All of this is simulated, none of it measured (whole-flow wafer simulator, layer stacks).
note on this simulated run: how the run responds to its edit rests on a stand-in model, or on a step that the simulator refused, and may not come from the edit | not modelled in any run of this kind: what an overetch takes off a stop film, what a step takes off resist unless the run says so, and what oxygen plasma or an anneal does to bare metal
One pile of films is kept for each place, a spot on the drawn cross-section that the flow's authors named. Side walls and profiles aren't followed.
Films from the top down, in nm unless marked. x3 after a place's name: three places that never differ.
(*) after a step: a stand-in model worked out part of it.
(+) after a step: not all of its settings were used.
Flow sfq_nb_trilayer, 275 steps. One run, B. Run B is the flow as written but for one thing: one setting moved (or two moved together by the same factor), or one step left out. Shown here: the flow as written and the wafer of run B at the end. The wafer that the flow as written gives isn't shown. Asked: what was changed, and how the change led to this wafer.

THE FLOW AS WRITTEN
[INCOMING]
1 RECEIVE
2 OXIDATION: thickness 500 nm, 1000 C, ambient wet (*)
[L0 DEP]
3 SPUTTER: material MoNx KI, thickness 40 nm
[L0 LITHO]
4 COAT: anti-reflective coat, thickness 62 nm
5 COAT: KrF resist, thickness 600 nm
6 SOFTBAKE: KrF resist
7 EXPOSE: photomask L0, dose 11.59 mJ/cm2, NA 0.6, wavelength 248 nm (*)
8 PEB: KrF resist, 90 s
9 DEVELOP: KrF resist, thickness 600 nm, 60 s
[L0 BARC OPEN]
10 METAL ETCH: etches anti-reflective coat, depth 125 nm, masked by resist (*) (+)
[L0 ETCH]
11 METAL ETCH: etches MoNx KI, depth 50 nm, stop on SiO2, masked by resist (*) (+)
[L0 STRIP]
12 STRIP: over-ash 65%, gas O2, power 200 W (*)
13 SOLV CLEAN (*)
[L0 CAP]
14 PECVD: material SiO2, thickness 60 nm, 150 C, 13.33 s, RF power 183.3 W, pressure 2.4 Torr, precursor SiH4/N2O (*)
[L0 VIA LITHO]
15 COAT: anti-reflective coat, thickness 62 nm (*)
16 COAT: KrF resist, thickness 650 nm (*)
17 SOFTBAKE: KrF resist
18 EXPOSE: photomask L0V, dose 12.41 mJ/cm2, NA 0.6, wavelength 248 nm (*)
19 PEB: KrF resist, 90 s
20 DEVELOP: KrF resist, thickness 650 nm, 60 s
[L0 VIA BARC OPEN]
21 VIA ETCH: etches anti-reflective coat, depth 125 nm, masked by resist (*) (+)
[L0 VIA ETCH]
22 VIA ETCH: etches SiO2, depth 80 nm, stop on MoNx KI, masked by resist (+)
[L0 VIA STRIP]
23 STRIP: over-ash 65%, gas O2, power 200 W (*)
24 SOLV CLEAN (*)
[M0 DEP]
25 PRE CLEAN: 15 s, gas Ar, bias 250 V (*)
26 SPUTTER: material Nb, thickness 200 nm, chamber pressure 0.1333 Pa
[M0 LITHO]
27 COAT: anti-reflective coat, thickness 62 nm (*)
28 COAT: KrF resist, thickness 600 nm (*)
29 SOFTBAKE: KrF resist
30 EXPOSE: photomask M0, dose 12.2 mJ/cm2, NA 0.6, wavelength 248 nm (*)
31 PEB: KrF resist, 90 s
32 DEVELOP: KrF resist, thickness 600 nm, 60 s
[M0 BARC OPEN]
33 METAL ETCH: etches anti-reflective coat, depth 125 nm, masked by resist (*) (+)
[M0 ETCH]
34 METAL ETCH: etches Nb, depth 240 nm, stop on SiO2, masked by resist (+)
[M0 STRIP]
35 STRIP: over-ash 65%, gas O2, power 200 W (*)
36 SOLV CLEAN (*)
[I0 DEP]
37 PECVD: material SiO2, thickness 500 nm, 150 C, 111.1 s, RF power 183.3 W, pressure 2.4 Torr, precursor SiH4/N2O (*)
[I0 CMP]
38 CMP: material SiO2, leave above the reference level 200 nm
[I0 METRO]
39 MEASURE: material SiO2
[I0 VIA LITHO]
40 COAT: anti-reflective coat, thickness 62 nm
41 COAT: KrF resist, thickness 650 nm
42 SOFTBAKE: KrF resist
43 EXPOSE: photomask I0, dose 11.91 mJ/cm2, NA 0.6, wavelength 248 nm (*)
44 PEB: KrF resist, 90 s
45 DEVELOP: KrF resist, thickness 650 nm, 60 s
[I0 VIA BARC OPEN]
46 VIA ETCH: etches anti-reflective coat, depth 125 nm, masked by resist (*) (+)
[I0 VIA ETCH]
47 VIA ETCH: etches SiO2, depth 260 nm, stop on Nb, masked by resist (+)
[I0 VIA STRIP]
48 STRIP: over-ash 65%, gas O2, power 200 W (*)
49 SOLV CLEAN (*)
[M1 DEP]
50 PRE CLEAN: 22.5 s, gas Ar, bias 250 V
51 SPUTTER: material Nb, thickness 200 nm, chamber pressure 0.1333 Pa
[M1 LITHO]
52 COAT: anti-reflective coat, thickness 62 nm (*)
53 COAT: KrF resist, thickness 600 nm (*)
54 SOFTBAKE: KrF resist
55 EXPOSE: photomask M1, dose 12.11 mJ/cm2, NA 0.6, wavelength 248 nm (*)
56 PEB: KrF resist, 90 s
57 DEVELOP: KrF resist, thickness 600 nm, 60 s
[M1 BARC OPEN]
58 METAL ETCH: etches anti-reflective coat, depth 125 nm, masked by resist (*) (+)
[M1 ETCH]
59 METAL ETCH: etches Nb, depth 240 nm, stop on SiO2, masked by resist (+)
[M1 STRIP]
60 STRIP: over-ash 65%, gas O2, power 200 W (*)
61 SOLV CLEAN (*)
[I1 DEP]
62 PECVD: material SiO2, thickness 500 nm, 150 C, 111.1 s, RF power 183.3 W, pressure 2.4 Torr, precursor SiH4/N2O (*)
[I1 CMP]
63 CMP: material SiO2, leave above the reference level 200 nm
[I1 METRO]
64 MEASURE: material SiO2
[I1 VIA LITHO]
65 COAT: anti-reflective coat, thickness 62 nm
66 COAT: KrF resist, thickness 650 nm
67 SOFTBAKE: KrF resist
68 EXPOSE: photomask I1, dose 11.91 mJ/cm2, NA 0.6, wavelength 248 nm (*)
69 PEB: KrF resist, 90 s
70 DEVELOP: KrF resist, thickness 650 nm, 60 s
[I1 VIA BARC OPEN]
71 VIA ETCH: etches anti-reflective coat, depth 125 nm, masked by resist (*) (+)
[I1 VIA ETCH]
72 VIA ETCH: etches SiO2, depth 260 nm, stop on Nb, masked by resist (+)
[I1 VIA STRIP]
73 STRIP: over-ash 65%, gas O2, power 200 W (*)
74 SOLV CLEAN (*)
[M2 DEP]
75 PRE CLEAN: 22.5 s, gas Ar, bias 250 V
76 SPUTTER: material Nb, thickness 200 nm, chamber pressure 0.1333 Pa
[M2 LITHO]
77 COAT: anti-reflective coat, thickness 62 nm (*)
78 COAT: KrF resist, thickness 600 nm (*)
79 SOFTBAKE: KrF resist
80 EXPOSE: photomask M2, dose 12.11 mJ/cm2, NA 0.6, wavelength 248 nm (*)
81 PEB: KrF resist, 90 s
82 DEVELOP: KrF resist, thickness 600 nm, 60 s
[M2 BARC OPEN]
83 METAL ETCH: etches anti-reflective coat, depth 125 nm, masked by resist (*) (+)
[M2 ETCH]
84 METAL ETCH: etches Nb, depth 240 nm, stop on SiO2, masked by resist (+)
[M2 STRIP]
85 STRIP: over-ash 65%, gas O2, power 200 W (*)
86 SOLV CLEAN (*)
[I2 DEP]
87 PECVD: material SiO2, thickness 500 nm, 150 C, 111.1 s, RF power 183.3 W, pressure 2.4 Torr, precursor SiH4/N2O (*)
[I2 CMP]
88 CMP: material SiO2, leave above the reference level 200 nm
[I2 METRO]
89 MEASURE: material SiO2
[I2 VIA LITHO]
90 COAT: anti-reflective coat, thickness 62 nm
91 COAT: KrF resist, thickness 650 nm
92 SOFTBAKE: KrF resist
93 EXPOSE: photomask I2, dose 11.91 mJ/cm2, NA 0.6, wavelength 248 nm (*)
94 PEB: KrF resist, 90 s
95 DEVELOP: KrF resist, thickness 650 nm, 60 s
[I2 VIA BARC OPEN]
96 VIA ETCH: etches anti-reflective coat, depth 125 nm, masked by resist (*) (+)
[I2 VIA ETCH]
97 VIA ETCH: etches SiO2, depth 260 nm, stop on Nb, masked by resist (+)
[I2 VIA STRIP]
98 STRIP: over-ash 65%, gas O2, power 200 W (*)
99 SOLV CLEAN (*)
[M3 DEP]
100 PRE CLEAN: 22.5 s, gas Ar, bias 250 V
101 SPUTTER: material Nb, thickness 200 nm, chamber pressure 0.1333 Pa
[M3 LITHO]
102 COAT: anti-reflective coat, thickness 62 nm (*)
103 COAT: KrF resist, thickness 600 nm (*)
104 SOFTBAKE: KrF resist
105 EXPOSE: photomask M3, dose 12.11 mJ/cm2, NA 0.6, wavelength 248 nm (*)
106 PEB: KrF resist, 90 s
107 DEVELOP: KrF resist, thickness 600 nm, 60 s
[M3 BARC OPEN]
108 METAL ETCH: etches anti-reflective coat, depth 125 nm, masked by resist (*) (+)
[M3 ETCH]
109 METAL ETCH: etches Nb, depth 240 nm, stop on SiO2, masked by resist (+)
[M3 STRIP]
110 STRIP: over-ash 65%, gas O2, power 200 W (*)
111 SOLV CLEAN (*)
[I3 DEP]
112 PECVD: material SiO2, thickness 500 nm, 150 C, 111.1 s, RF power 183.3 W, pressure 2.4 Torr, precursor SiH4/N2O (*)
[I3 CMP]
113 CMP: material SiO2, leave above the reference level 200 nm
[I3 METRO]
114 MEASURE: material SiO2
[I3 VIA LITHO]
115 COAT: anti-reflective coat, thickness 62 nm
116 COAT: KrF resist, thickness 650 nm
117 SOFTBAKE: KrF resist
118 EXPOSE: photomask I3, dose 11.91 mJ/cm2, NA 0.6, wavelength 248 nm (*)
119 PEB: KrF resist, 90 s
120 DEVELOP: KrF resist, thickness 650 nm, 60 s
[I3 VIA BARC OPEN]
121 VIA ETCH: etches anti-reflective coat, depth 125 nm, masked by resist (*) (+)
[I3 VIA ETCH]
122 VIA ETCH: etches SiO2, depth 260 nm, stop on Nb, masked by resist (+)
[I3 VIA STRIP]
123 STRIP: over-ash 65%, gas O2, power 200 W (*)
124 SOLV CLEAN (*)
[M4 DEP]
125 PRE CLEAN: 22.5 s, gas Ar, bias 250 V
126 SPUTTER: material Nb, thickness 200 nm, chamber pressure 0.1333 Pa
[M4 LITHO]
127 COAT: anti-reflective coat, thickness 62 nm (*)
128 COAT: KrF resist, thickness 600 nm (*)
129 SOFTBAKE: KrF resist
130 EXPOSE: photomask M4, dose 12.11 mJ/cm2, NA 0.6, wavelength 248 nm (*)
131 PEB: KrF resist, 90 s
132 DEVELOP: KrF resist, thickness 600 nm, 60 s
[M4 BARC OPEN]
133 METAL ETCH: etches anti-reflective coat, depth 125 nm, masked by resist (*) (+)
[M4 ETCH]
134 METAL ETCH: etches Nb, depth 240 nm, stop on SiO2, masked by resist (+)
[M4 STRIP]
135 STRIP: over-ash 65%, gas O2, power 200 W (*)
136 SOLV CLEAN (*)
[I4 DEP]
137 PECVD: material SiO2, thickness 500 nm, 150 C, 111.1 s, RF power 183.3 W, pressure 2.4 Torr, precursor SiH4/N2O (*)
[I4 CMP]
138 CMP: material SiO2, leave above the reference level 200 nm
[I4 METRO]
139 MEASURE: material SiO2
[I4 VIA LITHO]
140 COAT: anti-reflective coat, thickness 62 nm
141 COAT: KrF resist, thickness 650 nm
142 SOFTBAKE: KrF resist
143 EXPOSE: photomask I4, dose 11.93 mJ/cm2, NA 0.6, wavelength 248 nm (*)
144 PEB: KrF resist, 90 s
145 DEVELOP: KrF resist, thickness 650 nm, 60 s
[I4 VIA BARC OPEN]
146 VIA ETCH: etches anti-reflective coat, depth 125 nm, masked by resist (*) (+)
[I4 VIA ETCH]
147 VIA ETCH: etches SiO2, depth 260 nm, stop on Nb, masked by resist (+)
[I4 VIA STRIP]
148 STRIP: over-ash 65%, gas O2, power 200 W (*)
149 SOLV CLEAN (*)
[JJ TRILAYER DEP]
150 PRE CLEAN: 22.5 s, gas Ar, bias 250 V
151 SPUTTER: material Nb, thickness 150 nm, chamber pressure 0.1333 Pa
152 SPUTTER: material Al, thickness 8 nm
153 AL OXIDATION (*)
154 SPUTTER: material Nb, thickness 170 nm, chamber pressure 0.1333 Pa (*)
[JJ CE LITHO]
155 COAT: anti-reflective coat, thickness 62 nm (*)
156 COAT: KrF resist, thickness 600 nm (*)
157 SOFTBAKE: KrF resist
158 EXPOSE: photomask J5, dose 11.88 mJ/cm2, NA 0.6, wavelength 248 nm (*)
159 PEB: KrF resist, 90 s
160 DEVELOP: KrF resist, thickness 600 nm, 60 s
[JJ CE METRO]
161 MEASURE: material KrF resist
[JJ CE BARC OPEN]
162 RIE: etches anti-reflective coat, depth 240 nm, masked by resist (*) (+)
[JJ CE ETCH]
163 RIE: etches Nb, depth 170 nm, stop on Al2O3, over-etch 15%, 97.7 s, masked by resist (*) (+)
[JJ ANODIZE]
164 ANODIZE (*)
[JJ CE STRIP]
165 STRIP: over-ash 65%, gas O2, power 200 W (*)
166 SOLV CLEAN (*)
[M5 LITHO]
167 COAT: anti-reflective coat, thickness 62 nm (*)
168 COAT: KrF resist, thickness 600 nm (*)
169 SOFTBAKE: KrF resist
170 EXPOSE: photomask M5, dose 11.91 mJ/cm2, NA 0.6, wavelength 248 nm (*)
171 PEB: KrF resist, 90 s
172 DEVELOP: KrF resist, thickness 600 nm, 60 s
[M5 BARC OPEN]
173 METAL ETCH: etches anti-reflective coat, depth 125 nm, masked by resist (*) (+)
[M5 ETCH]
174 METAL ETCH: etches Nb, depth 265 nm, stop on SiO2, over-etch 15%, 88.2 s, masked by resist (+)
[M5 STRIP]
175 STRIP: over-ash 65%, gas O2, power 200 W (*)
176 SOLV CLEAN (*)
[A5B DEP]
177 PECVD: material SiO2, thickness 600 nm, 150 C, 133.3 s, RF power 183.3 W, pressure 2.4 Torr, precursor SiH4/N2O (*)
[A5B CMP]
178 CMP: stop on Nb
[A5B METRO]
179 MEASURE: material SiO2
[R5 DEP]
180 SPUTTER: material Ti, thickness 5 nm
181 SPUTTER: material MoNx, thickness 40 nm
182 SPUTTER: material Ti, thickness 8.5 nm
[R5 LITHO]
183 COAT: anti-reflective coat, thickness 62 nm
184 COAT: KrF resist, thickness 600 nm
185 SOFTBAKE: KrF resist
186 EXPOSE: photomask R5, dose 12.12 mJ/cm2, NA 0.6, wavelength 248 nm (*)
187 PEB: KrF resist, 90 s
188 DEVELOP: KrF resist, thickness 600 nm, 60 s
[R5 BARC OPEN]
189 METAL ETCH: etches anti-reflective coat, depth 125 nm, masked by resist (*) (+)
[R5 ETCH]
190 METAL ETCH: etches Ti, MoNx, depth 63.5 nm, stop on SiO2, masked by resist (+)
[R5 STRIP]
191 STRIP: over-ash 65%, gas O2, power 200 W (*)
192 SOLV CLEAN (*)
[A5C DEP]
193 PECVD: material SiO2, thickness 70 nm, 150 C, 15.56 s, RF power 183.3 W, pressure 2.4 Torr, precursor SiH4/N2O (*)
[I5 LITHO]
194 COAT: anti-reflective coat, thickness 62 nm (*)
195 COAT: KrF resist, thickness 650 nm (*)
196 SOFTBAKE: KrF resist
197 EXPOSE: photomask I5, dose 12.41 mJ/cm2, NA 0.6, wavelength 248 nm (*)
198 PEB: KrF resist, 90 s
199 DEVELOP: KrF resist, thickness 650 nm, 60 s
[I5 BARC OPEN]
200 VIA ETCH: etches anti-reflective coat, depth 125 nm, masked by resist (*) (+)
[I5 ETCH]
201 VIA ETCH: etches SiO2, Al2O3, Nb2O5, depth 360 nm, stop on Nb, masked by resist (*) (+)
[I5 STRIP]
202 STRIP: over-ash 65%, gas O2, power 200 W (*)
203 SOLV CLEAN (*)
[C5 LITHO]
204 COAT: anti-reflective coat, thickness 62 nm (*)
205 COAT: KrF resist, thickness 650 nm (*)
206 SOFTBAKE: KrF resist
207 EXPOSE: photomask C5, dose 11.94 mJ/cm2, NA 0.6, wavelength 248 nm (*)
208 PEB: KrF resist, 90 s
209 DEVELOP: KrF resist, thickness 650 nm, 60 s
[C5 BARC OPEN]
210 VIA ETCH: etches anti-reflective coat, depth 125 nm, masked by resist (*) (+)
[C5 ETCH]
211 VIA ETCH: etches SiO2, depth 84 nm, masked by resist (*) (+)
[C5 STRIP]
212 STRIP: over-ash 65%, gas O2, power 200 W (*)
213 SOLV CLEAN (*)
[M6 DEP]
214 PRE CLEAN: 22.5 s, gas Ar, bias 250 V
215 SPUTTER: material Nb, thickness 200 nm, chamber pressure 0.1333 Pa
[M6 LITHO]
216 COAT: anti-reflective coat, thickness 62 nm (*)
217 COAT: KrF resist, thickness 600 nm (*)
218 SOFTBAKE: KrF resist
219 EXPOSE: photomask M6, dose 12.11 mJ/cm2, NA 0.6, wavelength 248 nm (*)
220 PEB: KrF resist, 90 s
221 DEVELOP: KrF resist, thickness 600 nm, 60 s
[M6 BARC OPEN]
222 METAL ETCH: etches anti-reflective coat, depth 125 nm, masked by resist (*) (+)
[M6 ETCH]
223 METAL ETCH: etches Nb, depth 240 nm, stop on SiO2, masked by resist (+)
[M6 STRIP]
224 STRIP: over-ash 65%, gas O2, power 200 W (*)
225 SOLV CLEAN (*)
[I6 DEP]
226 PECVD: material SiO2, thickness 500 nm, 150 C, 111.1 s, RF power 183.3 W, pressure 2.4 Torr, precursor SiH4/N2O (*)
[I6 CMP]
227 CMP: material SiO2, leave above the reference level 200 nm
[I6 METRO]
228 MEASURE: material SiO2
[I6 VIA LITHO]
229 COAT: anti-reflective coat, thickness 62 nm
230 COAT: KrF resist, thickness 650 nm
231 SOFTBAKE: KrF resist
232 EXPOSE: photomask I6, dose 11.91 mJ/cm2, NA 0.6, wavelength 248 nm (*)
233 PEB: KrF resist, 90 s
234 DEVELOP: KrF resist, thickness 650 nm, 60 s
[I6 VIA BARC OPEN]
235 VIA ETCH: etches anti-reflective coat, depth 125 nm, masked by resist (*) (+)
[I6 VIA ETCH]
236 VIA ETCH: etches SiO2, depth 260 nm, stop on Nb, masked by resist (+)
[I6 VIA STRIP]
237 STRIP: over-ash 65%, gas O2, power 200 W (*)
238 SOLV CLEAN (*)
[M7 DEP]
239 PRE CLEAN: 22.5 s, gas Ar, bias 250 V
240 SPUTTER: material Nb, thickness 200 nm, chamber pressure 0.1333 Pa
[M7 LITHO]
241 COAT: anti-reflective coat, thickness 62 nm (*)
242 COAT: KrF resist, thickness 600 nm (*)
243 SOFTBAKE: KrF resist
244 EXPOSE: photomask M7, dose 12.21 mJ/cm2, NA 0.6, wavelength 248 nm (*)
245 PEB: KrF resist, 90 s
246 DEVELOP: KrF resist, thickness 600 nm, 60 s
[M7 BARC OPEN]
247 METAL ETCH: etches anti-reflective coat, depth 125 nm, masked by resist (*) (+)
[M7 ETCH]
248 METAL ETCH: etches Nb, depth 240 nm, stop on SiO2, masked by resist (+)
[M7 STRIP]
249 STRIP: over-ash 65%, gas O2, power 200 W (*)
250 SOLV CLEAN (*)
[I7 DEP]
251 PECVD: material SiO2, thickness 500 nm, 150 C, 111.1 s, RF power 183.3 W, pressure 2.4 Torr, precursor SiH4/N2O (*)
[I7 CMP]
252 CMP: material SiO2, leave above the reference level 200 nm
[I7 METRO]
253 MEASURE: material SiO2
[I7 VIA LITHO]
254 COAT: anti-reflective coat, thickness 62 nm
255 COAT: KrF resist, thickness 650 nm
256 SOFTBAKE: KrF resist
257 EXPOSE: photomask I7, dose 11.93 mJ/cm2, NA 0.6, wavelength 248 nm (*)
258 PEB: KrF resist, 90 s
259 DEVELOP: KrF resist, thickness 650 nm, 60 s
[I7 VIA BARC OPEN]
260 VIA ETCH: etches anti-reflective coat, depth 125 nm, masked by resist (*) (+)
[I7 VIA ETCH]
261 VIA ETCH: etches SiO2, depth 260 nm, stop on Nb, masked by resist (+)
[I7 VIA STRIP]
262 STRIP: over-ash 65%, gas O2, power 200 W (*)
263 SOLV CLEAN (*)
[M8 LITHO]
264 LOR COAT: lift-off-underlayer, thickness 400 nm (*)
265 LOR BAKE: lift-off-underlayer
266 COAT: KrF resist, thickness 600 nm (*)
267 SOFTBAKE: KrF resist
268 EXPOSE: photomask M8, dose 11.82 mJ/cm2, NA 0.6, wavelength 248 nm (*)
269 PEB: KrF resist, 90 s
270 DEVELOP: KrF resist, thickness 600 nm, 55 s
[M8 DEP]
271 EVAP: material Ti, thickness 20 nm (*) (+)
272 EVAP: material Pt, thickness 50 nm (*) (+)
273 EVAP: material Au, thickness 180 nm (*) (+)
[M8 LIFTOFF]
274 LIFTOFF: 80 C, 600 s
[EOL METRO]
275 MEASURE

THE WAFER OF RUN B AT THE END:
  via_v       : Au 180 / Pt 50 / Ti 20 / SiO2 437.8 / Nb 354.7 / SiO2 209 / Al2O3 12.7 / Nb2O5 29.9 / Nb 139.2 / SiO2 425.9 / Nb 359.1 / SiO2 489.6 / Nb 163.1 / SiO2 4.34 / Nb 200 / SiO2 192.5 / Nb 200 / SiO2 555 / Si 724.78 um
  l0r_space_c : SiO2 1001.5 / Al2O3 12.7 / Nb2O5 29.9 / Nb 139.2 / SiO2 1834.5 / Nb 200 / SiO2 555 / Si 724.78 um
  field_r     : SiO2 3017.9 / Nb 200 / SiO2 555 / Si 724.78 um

The cause: step 63, CMP: leave above the reference level 272 nm was run, where the flow has leave above the reference level 200 nm.

How the change led to this, step by step:
  63 CMP: material SiO2, leave above the reference level 200 nm
      field_l, be, be_sur and 72 more: SiO2 -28 (as written it would be: SiO2 -100)
      v_sur, via_wl, via_wr and 20 more: SiO2 -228 (as written it would be: SiO2 -300)
      (and at 8 more places)
  72 VIA ETCH: etches SiO2, depth 260 nm, stop on Nb, masked by resist (+)
      via_v: SiO2 -260 (as written it would be: SiO2 -199.8 (all of it))
  75 PRE CLEAN: 22.5 s, gas Ar, bias 250 V
      via_v: SiO2 -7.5 (as written it would be: Nb -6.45)
  76 SPUTTER: material Nb, thickness 200 nm, chamber pressure 0.1333 Pa
      via_v: Nb +163.1 (new film) (as written it would be: Nb +174.5)
  77 COAT: anti-reflective coat, thickness 62 nm (*)
      via_sp: anti-reflective coat +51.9 (new film) (as written it would be: anti-reflective coat +53.2 (new film))
      via_v: anti-reflective coat +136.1 (new film) (as written it would be: anti-reflective coat +123.1 (new film))
      (and at 1 more place)
  78 COAT: KrF resist, thickness 600 nm (*)
      via_v: KrF resist +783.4 (new film) (as written it would be: KrF resist +733.7 (new film))
  85 STRIP: over-ash 65%, gas O2, power 200 W (*)
      via_sp: KrF resist -370.4 (all of it), anti-reflective coat -51.9 (all of it) (as written it would be: KrF resist -374.4 (all of it), anti-reflective coat -53.2 (all of it))
      via_v: KrF resist -565.3 (all of it), anti-reflective coat -136.1 (all of it) (as written it would be: KrF resist -515.8 (all of it), anti-reflective coat -123.1 (all of it))
      (and at 1 more place)
  87 PECVD: material SiO2, thickness 500 nm, 150 C, 111.1 s, RF power 183.3 W, pressure 2.4 Torr, precursor SiH4/N2O (*)
      via_v: SiO2 +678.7 (new film) (as written it would be: SiO2 +606 (new film))
Counting metal films that touch as one body, via_v has 7 bodies (between them, from the top down: SiO2 437.8; SiO2 209 / Al2O3 12.7 / Nb2O5 29.9; SiO2 425.9; SiO2 489.6; SiO2 4.34; SiO2 192.5); the flow as written gives 6 bodies (between them, from the top down: SiO2 437.8; SiO2 209 / Al2O3 12.7 / Nb2O5 29.9; SiO2 425.9; SiO2 416.9; SiO2 192.5).
